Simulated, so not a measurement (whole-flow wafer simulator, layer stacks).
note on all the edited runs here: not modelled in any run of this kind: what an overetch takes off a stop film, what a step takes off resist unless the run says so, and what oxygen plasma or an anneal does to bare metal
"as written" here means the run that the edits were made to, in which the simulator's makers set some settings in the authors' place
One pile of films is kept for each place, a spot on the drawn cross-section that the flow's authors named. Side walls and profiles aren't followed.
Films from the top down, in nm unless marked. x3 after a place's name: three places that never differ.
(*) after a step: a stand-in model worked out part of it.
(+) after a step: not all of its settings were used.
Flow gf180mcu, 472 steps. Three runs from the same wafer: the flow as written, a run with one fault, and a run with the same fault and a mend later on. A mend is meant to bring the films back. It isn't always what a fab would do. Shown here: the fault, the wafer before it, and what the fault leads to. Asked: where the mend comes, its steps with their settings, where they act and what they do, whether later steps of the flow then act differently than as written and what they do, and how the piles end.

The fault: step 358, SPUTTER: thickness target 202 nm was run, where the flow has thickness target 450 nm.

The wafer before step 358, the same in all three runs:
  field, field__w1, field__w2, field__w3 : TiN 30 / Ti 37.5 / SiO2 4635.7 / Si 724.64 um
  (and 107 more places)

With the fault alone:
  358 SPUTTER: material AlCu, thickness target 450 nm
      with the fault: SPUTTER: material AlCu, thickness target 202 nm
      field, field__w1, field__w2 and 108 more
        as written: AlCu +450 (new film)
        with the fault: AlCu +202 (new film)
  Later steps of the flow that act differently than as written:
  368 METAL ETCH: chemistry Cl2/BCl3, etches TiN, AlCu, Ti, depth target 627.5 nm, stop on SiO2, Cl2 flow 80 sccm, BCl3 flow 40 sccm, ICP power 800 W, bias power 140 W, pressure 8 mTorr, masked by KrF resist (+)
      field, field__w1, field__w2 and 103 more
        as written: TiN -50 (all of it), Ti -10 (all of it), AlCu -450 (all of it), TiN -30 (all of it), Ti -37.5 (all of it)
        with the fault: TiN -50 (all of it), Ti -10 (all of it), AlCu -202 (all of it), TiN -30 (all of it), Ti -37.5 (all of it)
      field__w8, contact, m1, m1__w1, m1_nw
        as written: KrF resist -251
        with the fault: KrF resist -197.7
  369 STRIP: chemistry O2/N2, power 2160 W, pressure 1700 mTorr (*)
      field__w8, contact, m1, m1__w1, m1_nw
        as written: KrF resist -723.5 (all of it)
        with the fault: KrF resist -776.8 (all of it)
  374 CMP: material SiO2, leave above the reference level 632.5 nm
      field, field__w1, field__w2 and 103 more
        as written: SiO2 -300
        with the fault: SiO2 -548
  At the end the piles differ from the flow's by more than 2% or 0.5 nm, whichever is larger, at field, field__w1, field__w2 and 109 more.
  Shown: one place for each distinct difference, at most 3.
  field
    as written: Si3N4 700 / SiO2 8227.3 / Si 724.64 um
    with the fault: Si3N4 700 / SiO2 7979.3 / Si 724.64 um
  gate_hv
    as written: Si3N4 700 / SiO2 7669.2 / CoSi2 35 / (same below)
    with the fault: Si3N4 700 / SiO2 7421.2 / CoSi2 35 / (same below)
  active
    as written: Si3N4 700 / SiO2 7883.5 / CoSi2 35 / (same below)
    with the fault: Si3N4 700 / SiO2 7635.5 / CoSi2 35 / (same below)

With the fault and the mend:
  The mend comes after step 358.
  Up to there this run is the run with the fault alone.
  358a SPUTTER: material AlCu, thickness target 248 nm (the flow's step 358 once more, with other settings)
      field, field__w1, field__w2 and 108 more
        AlCu +248
  No later step of the flow acts differently than as written at any place that is followed.
  At the end the piles are the same as the flow's at every place that both follow.
